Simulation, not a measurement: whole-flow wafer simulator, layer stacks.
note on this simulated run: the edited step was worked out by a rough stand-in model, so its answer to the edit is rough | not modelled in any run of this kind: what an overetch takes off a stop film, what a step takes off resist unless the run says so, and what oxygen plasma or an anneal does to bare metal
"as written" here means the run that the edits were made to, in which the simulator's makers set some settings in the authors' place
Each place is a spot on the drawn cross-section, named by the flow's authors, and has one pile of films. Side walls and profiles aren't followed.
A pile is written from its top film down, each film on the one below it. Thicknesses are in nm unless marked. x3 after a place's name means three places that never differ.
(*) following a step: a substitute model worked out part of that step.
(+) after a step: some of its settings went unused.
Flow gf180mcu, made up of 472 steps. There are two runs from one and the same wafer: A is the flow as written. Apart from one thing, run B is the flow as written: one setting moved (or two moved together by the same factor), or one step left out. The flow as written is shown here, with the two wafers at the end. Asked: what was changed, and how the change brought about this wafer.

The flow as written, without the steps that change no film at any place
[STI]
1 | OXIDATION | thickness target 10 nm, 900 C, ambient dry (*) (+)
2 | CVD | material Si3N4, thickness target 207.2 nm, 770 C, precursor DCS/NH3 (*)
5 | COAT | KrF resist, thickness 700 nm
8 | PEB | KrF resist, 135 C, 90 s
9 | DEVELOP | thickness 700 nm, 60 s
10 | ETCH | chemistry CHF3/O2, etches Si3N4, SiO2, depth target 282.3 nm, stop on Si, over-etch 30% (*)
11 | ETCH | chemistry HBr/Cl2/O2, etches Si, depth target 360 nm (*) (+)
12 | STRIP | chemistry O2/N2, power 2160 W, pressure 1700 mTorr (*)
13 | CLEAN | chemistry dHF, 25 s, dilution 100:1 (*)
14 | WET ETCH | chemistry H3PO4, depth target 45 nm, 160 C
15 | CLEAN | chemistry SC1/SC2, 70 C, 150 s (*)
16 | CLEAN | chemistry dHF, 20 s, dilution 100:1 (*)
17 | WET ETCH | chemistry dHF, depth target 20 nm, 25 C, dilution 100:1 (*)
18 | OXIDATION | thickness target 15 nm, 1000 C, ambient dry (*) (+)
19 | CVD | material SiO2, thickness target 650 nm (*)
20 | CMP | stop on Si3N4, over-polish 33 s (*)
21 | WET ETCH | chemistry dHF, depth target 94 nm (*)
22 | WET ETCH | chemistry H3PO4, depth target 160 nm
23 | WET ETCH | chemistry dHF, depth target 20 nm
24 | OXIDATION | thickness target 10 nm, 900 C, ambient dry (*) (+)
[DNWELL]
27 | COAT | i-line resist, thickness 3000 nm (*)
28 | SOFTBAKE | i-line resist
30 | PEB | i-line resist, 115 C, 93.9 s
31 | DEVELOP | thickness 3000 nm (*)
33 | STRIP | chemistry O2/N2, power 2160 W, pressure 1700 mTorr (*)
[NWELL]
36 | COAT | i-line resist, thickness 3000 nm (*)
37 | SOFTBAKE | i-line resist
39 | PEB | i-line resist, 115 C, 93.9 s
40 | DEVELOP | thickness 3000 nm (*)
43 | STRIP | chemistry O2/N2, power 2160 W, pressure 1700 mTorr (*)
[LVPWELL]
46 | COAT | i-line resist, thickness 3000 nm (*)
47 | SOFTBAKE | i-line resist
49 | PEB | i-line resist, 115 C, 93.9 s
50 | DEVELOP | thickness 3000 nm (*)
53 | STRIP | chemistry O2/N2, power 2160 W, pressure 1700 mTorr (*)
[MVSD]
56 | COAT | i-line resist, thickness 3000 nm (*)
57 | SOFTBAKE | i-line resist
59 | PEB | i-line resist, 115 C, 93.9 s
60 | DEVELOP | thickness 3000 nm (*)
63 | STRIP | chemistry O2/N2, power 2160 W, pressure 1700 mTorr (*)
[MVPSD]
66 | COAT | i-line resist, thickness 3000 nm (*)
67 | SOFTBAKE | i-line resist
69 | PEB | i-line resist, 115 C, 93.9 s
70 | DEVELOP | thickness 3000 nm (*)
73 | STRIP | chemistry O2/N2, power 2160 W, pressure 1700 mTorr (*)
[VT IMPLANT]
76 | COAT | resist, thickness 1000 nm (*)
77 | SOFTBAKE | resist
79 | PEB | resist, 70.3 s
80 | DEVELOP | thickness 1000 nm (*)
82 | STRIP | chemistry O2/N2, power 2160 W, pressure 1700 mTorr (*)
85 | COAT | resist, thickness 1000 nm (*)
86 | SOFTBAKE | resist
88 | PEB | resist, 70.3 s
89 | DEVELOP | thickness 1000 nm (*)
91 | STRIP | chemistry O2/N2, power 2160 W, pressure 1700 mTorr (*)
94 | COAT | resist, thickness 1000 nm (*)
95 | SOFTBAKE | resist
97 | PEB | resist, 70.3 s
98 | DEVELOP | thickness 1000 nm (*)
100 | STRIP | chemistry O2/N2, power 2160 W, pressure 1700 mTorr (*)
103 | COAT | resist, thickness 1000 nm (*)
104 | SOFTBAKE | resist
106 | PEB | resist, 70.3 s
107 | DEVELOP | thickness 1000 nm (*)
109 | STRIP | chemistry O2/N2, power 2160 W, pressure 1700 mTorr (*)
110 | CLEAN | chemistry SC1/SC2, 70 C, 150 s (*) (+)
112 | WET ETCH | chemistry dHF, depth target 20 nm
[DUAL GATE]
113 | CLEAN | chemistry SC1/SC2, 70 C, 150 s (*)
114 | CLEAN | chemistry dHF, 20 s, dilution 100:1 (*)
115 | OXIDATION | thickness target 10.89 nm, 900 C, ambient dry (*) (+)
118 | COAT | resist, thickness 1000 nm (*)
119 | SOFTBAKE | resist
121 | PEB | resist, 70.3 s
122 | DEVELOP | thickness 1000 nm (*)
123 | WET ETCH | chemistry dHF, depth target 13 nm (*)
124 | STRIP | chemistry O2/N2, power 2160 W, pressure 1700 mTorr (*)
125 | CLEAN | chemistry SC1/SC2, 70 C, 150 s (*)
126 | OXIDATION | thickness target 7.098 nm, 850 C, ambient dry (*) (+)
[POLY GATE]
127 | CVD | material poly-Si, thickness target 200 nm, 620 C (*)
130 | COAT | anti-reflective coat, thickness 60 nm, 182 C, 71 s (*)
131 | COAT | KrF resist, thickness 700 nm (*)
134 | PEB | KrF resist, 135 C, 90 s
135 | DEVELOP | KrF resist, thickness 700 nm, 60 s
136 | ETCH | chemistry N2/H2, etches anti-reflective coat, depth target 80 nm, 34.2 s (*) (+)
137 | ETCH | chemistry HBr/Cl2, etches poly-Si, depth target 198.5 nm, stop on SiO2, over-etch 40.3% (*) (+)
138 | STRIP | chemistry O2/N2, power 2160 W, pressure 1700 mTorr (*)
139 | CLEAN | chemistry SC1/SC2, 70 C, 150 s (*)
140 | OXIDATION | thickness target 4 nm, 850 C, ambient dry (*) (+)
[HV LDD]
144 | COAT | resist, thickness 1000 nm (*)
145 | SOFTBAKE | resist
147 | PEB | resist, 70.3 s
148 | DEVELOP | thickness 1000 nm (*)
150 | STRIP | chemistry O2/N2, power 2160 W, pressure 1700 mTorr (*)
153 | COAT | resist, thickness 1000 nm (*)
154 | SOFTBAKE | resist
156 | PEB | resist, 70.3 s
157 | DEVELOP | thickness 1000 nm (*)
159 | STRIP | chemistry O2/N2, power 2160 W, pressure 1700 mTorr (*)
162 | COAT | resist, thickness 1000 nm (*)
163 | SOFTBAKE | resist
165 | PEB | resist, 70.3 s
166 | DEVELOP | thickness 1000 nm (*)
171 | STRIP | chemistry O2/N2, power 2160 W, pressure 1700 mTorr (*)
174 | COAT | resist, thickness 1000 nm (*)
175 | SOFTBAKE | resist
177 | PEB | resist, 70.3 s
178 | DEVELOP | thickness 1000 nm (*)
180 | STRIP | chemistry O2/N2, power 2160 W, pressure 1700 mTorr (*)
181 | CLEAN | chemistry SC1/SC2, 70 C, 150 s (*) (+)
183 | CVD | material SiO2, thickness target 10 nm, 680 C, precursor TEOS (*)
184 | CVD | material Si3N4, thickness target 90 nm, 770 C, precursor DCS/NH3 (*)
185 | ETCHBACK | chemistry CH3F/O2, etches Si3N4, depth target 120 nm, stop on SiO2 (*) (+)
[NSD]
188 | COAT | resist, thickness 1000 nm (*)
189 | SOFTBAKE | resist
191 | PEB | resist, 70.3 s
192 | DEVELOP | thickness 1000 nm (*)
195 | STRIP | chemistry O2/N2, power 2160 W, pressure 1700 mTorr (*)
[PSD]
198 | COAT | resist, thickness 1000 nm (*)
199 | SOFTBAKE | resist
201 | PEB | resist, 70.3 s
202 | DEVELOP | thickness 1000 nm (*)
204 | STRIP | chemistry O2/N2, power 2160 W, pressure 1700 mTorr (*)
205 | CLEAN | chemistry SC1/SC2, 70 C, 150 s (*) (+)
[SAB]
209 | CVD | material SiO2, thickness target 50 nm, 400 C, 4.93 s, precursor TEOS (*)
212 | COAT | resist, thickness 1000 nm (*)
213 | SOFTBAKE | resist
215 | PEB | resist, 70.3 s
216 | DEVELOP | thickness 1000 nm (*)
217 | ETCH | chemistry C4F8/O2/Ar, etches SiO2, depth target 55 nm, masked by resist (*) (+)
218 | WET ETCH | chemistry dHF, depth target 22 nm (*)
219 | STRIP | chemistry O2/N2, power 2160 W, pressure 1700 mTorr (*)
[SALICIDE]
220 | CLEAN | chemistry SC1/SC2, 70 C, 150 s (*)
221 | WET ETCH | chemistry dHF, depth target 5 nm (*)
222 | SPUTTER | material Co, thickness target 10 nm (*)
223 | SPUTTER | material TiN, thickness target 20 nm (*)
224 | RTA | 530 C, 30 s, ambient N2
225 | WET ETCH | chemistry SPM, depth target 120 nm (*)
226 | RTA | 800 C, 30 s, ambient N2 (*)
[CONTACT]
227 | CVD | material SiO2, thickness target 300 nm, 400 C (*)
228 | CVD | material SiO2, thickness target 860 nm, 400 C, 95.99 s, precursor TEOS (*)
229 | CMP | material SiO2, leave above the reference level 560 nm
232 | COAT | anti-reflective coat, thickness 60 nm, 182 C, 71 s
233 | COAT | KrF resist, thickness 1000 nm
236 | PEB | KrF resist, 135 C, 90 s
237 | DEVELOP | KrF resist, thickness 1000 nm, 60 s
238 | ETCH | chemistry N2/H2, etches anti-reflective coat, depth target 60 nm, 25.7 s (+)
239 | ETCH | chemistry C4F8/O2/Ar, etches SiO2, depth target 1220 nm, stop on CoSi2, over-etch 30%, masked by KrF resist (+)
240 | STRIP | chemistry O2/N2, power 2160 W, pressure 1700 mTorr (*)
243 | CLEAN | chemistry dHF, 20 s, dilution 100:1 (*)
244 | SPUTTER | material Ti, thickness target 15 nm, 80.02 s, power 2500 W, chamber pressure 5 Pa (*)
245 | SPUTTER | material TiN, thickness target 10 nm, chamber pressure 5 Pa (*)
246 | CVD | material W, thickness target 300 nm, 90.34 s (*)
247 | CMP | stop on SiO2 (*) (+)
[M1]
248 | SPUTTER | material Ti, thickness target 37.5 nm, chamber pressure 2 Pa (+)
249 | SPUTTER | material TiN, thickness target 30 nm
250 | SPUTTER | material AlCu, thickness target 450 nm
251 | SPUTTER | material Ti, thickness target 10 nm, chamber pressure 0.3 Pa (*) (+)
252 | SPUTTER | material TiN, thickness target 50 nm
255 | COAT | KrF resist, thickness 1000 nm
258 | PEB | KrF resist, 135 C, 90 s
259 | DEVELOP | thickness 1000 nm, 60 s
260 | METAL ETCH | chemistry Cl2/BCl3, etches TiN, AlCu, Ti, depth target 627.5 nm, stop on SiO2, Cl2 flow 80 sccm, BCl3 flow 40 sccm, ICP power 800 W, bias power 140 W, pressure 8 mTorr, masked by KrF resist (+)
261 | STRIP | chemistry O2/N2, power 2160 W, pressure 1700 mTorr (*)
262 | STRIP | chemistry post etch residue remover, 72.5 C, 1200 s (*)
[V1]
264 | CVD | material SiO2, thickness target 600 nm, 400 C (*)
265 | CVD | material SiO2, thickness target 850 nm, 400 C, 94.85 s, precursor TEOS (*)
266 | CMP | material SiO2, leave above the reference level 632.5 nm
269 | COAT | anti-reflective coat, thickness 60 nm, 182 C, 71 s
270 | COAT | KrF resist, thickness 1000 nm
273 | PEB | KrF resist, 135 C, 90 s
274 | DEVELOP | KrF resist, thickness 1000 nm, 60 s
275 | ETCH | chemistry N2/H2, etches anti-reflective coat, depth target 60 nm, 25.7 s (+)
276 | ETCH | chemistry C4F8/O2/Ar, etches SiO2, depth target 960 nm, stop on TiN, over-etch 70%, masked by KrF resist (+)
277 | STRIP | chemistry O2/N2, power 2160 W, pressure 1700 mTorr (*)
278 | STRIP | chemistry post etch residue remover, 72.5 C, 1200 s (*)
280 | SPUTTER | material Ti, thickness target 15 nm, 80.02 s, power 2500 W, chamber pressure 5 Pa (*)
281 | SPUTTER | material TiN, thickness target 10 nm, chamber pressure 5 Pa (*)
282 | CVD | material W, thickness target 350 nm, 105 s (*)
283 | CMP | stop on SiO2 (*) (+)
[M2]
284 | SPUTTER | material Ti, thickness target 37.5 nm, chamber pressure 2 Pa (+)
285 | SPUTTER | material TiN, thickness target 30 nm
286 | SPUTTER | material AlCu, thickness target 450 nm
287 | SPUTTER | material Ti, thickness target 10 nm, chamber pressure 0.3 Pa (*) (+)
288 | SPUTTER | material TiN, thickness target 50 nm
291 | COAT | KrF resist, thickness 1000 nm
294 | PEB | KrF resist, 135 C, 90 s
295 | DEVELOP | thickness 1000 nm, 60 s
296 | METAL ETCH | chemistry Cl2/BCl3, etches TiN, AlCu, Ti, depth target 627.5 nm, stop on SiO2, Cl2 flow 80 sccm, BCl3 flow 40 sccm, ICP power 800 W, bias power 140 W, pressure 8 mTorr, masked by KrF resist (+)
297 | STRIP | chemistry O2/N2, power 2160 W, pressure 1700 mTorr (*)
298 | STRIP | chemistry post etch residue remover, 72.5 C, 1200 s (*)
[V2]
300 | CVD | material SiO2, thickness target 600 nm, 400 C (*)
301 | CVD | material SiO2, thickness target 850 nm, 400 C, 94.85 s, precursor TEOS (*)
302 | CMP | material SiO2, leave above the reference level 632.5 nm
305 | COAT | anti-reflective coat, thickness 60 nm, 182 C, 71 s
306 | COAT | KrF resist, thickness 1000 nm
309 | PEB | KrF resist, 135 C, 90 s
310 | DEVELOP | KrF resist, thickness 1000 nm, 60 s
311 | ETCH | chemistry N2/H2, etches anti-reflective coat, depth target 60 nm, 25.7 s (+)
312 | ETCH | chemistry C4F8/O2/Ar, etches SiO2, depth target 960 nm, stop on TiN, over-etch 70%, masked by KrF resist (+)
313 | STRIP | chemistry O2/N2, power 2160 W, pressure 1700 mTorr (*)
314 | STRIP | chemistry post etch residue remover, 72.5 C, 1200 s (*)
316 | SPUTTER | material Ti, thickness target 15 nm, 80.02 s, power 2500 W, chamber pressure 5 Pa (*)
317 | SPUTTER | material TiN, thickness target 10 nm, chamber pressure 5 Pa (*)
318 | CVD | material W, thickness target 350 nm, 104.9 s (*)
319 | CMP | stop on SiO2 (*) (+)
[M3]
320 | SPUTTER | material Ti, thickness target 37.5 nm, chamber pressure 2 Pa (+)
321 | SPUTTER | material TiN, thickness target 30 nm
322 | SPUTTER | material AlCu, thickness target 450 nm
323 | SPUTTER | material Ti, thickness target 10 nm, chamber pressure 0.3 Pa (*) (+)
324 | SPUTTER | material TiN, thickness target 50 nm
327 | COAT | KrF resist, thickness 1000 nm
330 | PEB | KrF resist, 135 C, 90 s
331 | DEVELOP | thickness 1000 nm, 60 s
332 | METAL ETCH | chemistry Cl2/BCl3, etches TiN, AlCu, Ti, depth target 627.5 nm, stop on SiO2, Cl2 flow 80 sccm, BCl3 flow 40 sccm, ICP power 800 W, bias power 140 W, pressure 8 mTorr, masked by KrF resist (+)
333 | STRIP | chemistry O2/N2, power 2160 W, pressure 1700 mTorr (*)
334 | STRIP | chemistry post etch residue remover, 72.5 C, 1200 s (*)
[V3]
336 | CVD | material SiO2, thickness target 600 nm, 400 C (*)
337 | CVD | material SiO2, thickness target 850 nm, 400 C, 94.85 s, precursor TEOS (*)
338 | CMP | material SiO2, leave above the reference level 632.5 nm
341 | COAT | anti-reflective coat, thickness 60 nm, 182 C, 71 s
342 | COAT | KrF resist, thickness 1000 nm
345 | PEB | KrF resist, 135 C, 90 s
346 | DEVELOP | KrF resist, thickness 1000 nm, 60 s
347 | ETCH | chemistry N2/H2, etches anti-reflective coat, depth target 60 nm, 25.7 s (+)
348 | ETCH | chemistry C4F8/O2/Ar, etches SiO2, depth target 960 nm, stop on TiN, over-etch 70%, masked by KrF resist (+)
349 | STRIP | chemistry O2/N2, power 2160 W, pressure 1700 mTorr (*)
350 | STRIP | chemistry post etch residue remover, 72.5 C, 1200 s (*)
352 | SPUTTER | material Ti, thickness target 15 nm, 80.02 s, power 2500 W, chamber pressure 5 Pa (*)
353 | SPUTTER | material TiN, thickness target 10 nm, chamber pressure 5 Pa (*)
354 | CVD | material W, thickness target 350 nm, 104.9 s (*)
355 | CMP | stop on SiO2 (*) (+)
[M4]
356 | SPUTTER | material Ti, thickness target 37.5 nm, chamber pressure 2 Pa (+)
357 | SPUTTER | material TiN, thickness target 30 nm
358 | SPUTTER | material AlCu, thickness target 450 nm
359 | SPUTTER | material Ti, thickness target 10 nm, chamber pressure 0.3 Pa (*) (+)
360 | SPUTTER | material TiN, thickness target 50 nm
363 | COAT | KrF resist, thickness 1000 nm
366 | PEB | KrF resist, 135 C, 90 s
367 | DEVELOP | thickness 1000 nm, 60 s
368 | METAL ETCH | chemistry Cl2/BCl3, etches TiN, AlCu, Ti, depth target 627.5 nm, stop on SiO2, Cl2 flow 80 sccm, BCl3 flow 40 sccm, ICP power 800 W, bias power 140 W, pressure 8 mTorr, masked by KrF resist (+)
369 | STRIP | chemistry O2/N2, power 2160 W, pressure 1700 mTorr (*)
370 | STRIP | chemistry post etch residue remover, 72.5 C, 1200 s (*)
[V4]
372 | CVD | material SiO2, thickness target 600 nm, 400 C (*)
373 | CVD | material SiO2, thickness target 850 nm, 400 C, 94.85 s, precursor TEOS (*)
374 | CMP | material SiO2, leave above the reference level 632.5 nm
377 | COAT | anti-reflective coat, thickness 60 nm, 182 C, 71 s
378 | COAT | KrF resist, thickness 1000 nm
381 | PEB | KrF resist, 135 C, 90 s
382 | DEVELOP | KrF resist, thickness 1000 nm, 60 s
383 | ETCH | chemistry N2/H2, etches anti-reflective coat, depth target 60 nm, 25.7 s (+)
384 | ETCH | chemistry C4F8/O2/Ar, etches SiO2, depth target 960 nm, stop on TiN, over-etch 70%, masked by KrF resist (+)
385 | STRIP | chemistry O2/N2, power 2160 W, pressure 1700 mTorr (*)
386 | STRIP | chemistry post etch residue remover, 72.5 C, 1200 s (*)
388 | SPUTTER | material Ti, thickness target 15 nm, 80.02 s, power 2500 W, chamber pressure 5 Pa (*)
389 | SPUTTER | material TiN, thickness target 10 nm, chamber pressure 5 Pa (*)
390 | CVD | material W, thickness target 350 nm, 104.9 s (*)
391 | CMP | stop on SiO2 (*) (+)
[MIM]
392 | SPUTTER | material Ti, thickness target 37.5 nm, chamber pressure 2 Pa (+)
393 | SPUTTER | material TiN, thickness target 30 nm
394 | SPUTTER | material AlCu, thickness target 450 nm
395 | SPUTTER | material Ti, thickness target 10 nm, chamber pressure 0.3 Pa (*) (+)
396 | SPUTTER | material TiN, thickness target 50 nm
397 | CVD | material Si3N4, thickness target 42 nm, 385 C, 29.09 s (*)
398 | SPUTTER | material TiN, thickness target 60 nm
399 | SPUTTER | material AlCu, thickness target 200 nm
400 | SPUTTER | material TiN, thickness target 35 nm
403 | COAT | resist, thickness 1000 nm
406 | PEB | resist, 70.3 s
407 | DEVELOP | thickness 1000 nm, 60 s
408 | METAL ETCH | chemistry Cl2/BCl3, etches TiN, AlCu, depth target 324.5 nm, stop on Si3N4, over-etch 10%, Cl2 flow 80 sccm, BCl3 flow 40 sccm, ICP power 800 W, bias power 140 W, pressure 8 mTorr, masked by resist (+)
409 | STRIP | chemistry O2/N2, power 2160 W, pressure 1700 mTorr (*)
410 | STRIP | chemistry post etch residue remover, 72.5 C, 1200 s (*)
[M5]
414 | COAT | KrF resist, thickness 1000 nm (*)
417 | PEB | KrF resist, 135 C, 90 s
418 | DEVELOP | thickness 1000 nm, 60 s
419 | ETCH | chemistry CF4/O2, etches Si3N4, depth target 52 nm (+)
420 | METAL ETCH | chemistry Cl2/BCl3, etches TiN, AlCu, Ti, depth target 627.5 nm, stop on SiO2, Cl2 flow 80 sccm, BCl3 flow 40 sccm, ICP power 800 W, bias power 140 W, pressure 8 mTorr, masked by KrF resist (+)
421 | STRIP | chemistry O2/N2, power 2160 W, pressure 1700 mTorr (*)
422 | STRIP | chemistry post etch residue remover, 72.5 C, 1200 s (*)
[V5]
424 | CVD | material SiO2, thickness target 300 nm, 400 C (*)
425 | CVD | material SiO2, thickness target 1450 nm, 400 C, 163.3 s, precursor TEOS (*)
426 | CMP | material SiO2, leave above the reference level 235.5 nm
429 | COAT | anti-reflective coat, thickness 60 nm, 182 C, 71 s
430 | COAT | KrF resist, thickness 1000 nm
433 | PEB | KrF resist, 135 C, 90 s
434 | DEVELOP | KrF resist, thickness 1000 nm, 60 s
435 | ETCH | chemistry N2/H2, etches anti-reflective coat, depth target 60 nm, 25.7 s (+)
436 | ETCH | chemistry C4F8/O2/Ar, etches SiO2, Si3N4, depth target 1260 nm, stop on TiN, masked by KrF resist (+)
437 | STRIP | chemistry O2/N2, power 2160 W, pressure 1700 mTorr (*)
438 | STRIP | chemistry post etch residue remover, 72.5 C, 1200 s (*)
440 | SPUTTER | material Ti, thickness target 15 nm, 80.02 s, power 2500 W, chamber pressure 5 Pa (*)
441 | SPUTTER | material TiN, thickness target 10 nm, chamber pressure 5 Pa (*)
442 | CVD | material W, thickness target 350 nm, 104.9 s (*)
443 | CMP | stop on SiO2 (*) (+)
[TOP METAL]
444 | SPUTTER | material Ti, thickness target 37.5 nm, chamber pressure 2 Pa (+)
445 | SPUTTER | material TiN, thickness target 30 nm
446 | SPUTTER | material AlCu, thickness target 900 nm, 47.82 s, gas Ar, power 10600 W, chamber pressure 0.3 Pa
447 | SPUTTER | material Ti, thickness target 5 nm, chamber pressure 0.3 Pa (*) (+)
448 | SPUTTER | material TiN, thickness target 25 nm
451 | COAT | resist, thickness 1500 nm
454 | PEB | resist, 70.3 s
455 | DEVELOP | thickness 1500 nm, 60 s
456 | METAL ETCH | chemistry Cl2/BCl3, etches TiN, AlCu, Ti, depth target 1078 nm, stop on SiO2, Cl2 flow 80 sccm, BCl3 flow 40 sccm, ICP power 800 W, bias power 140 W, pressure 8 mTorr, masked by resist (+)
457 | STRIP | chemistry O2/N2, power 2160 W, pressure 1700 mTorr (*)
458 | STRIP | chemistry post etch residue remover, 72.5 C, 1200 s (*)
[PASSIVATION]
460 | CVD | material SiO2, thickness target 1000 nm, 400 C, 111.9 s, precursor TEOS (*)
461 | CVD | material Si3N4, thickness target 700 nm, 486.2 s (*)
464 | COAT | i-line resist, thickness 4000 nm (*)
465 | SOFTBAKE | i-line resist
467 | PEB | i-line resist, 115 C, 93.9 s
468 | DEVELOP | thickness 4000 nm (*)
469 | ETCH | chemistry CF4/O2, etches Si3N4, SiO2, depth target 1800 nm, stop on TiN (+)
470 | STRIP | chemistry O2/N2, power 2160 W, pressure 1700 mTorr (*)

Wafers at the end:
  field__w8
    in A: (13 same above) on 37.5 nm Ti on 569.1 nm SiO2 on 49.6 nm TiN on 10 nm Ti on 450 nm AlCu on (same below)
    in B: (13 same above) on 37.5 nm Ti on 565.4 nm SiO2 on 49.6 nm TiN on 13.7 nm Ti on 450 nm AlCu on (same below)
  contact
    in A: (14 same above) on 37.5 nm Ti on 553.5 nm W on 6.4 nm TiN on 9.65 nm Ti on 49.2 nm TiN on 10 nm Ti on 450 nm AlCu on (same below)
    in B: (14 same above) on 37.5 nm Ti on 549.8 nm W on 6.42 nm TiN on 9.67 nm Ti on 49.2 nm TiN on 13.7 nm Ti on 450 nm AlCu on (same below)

What caused this: step 359, SPUTTER: thickness target 13.7 nm was run, whereas the flow has thickness target 10 nm.
The wafer lets one read it off: field__w8 has Ti 13.7, and step 359 as written asks for 10 nm.

The path from the change to this, step by step:
  359 | SPUTTER | material Ti, thickness target 10 nm, chamber pressure 0.3 Pa (*) (+)
      field, field__w1, field__w2 and 108 more: A Ti gains 10 (new film) | B Ti gains 13.7 (new film)
  368 | METAL ETCH | chemistry Cl2/BCl3, etches TiN, AlCu, Ti, depth target 627.5 nm, stop on SiO2, Cl2 flow 80 sccm, BCl3 flow 40 sccm, ICP power 800 W, bias power 140 W, pressure 8 mTorr, masked by KrF resist (+)
      field, field__w1, field__w2 and 103 more: A TiN loses 50 (all of it), Ti loses 10 (all of it), AlCu loses 450 (all of it), TiN loses 30 (all of it), Ti loses 37.5 (all of it) | B TiN loses 50 (all of it), Ti loses 13.7 (all of it), AlCu loses 450 (all of it), TiN loses 30 (all of it), Ti loses 37.5 (all of it)
